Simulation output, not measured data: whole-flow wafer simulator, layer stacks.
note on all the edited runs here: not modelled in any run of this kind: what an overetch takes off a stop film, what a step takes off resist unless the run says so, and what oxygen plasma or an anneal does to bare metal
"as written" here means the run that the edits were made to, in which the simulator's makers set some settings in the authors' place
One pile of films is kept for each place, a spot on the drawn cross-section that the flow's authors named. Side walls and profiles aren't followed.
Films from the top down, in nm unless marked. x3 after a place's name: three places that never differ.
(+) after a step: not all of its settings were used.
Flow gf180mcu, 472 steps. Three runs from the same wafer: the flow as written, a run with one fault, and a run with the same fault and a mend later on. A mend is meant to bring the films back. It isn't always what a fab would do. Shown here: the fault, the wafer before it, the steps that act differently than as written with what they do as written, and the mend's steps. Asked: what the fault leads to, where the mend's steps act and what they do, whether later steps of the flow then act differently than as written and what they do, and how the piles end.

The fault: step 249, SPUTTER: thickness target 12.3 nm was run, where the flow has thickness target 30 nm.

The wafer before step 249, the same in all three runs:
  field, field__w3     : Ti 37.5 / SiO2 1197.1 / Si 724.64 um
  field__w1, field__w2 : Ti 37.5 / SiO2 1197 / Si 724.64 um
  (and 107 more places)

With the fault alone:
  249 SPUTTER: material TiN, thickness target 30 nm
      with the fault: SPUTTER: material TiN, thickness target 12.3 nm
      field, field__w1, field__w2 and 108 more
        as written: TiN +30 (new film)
        with the fault: TiN +12.3 (new film)
  Later steps of the flow that act differently than as written:
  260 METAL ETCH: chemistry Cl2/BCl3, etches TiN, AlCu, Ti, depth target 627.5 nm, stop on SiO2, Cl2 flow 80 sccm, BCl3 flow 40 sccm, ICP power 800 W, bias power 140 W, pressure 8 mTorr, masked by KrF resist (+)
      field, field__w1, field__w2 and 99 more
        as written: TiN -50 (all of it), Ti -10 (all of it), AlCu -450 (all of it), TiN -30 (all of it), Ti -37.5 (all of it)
        with the fault: TiN -50 (all of it), Ti -10 (all of it), AlCu -450 (all of it), TiN -12.3 (all of it), Ti -37.5 (all of it)
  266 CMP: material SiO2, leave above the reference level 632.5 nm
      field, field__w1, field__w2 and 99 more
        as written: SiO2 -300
        with the fault: SiO2 -317.7
  At the end the piles differ from the flow's by more than 2% or 0.5 nm, whichever is larger, at field__w8, contact, m1 and 6 more.
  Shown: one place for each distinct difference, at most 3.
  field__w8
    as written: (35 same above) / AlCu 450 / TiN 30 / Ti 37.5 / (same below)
    with the fault: (35 same above) / AlCu 450 / TiN 12.3 / Ti 37.5 / (same below)
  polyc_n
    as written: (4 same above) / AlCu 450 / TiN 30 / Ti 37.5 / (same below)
    with the fault: (4 same above) / AlCu 450 / TiN 12.3 / Ti 37.5 / (same below)
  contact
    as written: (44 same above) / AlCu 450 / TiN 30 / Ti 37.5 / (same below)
    with the fault: (44 same above) / AlCu 450 / TiN 12.3 / Ti 37.5 / (same below)

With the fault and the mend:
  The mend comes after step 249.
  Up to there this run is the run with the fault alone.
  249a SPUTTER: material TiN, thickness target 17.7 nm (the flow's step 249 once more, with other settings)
      field, field__w1, field__w2 and 108 more
        TiN +17.7
  No later step of the flow acts differently than as written at any place that is followed.
  At the end the piles are the same as the flow's at every place that both follow.
